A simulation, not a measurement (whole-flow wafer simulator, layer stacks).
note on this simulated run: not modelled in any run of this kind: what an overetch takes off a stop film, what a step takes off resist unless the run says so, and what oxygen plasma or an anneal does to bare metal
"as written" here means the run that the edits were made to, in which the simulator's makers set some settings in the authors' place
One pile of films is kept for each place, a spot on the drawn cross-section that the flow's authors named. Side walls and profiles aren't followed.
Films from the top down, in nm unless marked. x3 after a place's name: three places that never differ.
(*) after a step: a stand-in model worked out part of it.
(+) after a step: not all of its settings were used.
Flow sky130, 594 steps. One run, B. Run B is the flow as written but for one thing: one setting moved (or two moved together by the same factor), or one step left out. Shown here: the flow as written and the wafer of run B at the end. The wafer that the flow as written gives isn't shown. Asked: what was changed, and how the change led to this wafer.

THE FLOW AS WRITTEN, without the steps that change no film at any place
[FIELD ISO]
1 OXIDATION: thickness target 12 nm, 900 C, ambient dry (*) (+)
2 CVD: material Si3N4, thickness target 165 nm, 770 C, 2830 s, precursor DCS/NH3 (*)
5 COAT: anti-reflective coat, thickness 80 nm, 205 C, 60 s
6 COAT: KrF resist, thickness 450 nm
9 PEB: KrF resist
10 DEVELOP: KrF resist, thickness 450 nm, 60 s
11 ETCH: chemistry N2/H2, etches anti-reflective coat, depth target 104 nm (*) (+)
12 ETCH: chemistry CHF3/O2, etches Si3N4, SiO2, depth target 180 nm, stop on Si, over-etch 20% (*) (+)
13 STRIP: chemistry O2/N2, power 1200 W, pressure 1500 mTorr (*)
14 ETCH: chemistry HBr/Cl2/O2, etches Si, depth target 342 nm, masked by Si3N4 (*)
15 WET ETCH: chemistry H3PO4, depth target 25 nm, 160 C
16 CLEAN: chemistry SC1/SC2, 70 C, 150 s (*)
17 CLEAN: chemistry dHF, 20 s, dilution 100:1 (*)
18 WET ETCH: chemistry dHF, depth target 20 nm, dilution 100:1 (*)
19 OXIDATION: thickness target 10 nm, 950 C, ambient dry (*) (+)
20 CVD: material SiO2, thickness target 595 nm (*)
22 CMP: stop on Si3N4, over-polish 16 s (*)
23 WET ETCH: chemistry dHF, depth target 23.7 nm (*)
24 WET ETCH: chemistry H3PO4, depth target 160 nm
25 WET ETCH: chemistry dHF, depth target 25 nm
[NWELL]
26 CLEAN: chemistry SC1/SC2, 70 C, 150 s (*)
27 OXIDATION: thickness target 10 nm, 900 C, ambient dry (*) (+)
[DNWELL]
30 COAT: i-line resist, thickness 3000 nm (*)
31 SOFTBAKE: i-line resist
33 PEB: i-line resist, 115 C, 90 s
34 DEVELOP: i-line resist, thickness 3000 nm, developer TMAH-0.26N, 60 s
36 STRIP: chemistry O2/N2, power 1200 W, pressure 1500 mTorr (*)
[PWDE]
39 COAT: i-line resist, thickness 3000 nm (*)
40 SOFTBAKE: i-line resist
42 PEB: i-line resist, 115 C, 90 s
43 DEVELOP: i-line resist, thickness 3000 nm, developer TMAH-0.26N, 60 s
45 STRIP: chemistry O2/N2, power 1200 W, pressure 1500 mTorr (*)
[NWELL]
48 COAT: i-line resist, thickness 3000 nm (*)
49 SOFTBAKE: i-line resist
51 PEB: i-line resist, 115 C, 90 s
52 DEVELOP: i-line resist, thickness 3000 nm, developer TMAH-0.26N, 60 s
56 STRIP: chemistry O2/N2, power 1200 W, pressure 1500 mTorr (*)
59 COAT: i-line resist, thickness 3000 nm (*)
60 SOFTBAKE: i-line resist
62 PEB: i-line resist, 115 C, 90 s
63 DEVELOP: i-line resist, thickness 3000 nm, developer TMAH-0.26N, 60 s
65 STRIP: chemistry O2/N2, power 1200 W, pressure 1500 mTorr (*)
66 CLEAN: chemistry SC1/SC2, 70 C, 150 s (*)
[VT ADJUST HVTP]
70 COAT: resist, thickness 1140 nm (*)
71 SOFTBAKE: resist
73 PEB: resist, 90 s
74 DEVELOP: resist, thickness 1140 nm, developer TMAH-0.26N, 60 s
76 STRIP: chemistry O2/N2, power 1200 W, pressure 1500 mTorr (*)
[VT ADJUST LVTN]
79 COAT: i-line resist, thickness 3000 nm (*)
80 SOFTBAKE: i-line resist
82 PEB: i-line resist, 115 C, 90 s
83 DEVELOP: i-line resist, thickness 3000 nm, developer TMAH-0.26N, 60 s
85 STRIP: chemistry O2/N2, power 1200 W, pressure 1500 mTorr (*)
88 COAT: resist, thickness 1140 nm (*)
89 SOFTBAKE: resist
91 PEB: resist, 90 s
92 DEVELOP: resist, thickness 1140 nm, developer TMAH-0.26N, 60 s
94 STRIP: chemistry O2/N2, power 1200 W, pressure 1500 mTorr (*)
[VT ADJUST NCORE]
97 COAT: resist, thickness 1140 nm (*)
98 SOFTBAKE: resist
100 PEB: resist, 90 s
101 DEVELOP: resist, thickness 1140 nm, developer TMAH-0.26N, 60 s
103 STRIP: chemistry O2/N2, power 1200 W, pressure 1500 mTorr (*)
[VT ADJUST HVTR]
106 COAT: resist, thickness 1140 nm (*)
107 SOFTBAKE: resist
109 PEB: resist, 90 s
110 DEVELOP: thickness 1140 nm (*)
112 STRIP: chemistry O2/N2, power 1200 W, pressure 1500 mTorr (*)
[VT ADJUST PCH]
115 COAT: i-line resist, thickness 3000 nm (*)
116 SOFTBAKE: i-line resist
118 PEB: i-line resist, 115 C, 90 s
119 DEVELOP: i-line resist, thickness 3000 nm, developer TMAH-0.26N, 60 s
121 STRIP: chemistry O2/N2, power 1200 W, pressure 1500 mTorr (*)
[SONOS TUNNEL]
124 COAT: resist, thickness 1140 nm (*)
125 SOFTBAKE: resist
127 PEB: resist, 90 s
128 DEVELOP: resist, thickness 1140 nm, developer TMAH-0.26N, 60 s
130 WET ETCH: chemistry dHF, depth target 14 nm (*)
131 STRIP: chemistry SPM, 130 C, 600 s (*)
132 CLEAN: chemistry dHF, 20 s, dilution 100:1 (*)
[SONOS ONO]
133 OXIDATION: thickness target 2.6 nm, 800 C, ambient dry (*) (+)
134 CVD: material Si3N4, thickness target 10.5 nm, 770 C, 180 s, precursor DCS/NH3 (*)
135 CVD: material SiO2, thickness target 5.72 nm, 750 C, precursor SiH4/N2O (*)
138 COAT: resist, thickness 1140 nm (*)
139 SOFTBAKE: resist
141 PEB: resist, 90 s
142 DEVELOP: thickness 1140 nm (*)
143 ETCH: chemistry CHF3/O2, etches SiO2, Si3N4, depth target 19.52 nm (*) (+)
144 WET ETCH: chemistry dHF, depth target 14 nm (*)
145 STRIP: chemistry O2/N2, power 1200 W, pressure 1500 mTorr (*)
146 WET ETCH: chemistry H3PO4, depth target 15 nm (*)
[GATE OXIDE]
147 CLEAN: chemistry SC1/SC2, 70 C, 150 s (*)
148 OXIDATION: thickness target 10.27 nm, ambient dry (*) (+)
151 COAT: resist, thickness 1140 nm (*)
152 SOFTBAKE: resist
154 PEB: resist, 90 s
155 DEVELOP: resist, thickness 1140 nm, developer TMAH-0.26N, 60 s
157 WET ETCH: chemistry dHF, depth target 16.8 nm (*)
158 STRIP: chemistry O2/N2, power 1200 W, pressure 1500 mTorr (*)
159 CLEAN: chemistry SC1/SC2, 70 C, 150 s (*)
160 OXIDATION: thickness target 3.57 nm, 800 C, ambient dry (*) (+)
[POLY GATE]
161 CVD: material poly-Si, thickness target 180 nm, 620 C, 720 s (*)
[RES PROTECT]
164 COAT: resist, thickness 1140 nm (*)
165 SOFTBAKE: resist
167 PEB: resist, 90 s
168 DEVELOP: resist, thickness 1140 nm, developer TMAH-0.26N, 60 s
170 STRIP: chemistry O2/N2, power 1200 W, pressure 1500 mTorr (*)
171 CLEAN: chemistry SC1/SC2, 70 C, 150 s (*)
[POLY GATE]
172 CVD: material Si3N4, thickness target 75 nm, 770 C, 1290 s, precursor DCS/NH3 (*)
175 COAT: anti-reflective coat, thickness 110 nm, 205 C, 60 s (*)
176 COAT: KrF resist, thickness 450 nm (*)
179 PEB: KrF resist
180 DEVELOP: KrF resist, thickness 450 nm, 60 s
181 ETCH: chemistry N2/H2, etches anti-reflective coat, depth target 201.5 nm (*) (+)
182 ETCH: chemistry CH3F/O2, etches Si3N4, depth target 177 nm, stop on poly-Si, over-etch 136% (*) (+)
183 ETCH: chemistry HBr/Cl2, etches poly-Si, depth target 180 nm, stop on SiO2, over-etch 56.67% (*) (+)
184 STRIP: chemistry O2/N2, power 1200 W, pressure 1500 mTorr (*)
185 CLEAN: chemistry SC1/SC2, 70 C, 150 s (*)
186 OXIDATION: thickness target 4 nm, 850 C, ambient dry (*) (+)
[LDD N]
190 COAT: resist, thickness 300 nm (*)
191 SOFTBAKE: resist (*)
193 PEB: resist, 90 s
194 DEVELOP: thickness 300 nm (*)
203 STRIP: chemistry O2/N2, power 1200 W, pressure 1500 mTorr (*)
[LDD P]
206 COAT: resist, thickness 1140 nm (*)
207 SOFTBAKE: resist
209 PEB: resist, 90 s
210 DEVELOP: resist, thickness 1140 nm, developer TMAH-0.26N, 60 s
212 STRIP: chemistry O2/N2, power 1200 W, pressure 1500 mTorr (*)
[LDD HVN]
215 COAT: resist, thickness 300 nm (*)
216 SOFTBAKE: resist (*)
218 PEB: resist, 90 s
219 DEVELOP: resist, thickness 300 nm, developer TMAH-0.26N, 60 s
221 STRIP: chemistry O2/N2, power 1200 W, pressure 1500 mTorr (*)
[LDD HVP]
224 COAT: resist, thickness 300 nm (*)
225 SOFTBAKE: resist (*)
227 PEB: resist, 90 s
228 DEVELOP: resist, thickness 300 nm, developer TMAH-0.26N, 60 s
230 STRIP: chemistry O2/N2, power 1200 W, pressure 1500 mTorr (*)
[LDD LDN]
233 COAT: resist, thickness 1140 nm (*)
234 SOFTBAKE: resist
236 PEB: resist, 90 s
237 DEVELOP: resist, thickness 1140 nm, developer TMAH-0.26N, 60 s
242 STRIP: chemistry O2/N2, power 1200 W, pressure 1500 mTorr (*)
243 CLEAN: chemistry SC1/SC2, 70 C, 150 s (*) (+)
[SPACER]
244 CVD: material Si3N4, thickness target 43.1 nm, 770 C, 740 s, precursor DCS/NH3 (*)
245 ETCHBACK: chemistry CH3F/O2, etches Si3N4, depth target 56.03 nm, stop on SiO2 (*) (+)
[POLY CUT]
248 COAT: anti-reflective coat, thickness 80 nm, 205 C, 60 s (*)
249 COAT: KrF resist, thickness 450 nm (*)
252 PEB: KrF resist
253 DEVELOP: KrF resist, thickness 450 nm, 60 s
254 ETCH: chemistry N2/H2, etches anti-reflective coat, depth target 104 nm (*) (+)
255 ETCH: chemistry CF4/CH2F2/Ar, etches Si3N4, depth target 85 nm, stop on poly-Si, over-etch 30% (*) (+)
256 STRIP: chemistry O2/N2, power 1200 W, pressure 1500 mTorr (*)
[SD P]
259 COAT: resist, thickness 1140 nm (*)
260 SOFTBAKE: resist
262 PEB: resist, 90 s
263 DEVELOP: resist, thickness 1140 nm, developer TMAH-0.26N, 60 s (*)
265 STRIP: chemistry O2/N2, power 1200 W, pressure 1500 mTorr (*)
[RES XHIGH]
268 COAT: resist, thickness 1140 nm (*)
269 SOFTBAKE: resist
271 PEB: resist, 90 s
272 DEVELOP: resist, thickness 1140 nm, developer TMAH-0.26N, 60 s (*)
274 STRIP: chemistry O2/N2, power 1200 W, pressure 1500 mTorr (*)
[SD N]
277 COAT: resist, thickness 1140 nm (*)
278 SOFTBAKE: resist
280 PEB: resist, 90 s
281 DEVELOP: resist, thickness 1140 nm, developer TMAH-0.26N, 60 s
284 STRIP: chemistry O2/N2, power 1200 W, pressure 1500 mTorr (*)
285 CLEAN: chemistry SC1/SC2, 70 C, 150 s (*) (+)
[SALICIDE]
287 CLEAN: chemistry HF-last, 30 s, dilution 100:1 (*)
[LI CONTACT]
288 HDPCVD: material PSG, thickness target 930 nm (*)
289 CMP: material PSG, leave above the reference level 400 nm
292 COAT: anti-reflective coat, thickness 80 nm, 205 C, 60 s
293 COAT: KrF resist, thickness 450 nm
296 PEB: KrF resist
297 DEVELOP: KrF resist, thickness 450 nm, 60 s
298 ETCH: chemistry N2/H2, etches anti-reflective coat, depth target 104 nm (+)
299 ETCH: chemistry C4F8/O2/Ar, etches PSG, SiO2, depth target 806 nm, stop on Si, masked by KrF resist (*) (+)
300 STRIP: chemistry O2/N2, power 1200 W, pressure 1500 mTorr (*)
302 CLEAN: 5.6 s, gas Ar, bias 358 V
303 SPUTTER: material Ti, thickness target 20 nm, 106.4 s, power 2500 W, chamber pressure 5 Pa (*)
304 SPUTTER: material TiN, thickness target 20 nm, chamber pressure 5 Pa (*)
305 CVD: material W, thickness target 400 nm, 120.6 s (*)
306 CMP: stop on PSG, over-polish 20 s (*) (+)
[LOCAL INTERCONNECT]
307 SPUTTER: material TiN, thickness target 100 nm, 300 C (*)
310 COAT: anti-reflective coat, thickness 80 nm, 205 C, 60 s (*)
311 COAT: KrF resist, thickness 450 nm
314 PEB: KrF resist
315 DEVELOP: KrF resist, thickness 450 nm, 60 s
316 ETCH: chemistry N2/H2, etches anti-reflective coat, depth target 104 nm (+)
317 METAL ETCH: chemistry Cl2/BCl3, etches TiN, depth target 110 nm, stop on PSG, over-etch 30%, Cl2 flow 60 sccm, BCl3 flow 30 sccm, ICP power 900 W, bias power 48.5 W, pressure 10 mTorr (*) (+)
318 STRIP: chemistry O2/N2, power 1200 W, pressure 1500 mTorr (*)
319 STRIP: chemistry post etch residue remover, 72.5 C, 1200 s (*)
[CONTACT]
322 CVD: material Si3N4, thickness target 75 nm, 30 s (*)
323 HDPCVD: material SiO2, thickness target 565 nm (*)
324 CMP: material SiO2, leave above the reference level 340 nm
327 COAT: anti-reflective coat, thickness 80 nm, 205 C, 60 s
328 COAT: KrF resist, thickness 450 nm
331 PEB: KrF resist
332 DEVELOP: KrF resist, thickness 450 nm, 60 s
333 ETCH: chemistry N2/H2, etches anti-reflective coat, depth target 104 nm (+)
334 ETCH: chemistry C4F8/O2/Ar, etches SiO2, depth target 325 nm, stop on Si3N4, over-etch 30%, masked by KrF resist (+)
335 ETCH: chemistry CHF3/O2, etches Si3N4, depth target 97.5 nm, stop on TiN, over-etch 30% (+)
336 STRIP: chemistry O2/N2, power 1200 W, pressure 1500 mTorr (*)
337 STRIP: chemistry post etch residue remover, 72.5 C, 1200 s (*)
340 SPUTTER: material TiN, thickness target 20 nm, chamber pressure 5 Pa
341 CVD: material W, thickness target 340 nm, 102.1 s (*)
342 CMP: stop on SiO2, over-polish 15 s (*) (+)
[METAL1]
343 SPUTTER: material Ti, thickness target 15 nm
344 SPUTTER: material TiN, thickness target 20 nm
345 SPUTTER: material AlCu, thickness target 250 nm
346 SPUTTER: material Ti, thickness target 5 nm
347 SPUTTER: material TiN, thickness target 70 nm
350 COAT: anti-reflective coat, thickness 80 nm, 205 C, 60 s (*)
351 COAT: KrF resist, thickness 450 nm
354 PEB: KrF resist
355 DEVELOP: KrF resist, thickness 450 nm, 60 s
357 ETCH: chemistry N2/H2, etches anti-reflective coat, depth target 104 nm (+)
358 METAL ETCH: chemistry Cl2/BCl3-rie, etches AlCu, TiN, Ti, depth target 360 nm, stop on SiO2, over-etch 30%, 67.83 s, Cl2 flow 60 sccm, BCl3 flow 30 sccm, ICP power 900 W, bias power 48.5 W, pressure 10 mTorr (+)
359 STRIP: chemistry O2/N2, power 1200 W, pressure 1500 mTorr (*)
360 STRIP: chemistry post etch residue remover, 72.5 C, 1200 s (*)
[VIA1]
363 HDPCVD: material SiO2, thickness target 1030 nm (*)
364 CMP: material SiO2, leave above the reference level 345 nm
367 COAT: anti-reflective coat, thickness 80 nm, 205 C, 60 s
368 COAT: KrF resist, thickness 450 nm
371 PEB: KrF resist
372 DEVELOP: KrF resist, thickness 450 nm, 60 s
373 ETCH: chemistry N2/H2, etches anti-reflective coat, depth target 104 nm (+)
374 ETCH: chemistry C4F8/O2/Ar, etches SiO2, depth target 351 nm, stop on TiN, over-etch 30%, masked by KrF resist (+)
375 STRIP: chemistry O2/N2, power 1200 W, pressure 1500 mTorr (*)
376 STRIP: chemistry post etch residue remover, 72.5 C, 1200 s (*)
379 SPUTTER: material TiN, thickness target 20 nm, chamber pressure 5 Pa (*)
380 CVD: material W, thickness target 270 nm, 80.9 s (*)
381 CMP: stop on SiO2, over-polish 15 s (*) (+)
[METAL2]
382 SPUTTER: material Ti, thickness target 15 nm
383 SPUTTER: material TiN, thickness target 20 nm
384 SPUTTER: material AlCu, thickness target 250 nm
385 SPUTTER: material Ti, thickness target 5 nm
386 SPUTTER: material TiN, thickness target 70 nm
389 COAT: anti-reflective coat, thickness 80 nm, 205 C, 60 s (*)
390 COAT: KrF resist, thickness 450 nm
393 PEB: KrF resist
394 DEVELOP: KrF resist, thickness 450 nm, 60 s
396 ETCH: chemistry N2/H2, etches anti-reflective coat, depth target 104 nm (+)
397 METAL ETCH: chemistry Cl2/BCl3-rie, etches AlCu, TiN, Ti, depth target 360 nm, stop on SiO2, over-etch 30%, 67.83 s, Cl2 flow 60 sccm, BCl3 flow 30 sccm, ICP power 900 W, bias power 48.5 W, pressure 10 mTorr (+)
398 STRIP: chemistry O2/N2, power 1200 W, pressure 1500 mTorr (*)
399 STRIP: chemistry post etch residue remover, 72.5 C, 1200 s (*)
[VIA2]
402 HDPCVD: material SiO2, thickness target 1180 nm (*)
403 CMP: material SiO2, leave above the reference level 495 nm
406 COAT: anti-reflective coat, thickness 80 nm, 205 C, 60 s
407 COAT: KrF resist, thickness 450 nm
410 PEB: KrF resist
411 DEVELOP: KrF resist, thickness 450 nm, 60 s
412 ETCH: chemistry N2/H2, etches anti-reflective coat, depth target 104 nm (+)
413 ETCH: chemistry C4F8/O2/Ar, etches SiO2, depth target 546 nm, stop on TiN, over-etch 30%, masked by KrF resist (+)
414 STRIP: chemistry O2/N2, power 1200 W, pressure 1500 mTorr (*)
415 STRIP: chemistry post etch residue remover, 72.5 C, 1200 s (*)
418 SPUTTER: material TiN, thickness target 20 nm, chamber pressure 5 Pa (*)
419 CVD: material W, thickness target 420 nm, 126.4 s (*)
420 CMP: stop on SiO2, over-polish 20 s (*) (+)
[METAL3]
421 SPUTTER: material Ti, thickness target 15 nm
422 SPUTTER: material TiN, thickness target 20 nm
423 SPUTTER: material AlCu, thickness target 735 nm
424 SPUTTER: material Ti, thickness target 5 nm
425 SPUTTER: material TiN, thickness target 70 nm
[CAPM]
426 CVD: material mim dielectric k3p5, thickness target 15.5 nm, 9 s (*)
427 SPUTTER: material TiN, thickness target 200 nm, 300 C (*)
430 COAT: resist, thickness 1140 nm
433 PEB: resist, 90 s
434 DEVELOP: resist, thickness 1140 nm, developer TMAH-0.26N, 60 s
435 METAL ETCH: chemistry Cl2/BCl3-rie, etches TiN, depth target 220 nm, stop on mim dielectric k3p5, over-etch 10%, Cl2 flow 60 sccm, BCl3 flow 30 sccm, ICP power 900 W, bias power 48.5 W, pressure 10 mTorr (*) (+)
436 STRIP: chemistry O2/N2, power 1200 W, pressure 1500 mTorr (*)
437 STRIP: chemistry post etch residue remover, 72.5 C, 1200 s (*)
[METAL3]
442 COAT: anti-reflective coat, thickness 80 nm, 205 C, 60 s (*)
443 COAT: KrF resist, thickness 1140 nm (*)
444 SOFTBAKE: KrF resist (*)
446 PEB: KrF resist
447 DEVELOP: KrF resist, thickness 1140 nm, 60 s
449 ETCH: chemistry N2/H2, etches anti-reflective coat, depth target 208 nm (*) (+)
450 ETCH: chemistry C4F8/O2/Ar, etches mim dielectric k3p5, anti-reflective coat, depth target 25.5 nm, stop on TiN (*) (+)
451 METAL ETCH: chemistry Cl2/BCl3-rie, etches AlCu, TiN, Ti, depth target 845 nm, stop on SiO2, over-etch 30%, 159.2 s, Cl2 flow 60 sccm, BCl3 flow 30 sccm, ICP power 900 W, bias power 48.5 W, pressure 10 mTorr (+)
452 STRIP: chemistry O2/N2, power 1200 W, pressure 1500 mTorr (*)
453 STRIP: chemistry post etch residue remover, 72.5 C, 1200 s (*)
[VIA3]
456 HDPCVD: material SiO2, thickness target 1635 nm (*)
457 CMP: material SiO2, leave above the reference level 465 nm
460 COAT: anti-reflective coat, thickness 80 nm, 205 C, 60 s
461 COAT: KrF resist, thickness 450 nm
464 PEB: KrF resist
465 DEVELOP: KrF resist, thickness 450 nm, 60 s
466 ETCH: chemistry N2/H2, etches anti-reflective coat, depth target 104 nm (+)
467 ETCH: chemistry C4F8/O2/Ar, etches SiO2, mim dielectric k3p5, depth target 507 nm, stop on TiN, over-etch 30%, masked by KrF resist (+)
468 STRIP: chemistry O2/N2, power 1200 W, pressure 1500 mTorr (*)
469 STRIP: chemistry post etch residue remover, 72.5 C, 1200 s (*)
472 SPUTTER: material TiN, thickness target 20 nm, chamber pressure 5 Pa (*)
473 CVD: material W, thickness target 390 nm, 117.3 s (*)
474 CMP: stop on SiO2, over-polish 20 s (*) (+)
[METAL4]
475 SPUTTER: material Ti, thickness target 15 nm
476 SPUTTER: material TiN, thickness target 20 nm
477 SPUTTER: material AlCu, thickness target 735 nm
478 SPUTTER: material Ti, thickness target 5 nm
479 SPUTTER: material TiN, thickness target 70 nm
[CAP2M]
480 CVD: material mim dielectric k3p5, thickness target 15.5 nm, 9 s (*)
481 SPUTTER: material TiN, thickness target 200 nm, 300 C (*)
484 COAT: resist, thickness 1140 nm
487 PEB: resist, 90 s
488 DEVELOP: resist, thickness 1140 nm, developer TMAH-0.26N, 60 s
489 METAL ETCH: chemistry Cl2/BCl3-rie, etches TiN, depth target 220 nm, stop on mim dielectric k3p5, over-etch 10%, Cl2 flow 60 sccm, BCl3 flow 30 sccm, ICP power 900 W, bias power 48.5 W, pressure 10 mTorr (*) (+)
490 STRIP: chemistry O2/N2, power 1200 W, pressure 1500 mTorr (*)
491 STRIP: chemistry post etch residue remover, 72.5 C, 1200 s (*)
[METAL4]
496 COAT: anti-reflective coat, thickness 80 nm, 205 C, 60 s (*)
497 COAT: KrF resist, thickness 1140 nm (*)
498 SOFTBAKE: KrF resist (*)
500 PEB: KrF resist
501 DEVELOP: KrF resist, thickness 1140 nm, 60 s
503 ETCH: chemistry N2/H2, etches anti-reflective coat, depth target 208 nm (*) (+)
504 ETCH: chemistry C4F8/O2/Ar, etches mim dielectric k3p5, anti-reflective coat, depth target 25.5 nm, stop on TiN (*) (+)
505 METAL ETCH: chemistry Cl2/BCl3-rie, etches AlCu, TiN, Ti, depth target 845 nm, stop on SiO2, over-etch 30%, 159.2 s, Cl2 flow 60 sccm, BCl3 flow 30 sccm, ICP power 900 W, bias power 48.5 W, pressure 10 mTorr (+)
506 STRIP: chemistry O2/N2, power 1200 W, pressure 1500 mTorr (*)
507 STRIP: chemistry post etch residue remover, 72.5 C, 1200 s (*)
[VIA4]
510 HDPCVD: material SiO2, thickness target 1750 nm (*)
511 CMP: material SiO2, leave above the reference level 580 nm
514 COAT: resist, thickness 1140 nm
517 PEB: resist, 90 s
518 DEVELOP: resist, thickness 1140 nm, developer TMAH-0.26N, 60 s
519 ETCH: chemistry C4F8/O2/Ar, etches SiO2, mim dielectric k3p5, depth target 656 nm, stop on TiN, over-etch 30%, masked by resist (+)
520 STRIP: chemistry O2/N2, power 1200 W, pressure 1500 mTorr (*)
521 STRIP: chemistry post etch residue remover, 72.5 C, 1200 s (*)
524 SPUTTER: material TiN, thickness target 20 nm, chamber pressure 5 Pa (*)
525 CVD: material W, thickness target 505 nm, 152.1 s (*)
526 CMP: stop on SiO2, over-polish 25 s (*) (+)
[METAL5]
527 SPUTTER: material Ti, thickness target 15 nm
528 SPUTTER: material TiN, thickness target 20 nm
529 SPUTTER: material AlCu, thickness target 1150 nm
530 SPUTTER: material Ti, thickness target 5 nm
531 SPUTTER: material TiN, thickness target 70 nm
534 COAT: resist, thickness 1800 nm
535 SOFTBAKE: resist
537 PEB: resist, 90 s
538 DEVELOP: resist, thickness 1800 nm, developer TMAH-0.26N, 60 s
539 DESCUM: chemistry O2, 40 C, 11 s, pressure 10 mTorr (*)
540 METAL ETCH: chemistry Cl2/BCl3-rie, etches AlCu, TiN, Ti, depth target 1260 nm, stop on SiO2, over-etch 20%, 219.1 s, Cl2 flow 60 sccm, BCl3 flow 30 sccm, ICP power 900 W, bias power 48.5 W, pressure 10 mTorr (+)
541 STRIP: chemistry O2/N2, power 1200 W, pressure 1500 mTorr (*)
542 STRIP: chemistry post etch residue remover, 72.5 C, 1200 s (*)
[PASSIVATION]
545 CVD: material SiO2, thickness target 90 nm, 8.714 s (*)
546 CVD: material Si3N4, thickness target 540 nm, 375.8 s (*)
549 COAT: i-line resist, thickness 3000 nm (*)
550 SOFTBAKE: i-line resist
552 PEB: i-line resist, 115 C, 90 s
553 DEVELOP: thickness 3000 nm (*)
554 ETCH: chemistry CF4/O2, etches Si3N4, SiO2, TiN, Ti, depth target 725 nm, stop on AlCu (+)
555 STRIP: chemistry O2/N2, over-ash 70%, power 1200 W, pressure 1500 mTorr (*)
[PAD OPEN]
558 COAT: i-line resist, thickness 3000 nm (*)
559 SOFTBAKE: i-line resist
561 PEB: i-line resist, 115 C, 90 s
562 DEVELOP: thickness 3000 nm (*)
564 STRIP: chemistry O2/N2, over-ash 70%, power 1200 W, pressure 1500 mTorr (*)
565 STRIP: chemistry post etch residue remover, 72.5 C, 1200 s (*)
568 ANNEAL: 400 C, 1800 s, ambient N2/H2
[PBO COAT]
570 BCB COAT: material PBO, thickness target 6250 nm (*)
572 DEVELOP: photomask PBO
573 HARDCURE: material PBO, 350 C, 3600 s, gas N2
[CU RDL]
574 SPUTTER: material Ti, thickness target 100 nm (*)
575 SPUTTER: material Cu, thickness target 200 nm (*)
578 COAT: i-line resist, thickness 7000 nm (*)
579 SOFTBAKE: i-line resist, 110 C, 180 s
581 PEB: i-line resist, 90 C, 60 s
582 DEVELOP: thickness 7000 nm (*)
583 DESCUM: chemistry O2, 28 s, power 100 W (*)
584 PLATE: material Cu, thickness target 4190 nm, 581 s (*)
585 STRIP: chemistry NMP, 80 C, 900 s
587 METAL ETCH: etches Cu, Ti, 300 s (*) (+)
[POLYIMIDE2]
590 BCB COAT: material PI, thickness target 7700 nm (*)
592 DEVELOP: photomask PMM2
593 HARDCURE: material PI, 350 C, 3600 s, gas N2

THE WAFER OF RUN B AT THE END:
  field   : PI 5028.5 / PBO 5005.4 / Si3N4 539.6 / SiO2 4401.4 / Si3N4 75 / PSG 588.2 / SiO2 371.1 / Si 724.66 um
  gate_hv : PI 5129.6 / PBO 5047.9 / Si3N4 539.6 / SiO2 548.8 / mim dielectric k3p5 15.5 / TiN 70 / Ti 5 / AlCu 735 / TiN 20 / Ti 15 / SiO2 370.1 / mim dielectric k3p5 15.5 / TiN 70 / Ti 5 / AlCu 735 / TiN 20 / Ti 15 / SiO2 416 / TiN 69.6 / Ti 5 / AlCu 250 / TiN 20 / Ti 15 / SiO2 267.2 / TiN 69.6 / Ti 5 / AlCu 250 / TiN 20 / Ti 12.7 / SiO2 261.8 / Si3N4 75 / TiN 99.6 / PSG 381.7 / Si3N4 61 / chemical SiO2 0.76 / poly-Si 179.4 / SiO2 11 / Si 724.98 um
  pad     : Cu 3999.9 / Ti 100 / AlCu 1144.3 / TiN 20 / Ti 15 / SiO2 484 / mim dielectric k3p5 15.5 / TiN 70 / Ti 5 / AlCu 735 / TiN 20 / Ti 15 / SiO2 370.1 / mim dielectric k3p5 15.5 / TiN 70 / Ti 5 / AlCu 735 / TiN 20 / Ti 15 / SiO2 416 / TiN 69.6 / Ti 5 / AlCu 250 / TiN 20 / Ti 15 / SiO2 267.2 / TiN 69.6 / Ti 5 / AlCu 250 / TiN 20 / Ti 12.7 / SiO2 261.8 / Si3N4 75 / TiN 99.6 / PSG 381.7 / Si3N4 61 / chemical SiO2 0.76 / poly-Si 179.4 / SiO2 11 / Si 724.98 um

The cause: step 343, SPUTTER: thickness target 12.7 nm was run, where the flow has thickness target 15 nm.
It can be read off the wafer: gate_hv has Ti 12.7, and step 343 as written asks for 15 nm.

How the change led to this, step by step:
  343 SPUTTER: material Ti, thickness target 15 nm
      field, active, n_well and 188 more: Ti +12.7 (new film) (as written it would be: Ti +15 (new film))
  358 METAL ETCH: chemistry Cl2/BCl3-rie, etches AlCu, TiN, Ti, depth target 360 nm, stop on SiO2, over-etch 30%, 67.83 s, Cl2 flow 60 sccm, BCl3 flow 30 sccm, ICP power 900 W, bias power 48.5 W, pressure 10 mTorr (+)
      field, active, gate and 81 more: TiN -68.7 (all of it), Ti -5 (all of it), AlCu -250 (all of it), TiN -20 (all of it), Ti -12.7 (all of it), SiO2 -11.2 (as written it would be: TiN -68.7 (all of it), Ti -5 (all of it), AlCu -250 (all of it), TiN -20 (all of it), Ti -15 (all of it), SiO2 -10.9)
